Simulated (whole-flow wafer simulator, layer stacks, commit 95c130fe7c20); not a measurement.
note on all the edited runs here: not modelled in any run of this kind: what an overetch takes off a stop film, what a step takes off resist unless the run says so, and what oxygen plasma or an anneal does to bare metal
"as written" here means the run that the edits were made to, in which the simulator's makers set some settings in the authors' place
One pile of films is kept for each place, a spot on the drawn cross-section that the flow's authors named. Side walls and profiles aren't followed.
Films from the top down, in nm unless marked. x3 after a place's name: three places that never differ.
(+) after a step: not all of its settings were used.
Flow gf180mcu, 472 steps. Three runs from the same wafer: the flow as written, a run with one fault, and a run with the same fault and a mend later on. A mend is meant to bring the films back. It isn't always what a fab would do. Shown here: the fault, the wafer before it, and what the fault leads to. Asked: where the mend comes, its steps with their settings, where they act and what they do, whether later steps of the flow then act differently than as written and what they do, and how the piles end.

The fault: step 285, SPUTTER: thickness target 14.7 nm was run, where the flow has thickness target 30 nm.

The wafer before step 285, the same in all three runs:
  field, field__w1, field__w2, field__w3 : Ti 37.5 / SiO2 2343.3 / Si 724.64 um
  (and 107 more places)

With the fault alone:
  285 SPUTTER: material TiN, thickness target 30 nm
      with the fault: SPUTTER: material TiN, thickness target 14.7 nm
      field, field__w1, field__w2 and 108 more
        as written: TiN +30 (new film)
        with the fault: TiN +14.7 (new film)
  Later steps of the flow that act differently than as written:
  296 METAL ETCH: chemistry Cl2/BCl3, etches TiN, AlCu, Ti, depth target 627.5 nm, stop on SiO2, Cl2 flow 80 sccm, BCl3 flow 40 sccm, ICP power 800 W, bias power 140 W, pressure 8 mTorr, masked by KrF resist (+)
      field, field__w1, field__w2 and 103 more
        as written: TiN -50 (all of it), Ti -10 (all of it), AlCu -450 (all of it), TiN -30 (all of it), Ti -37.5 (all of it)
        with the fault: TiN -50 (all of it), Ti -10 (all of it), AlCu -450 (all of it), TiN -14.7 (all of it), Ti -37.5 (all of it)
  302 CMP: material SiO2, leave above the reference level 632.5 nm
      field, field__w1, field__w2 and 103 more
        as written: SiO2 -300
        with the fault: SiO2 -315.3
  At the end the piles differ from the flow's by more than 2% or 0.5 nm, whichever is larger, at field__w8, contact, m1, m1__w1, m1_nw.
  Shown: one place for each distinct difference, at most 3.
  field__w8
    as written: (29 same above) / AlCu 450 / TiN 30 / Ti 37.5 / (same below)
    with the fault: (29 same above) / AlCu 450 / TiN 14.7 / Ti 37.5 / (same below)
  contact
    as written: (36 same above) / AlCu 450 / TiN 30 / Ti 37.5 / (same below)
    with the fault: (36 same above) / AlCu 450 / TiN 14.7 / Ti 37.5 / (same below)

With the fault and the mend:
  The mend comes after step 285.
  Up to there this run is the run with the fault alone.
  285a SPUTTER: material TiN, thickness target 15.3 nm (the flow's step 285 once more, with other settings)
      field, field__w1, field__w2 and 108 more
        TiN +15.3
  No later step of the flow acts differently than as written at any place that is followed.
  At the end the piles are the same as the flow's at every place that both follow.
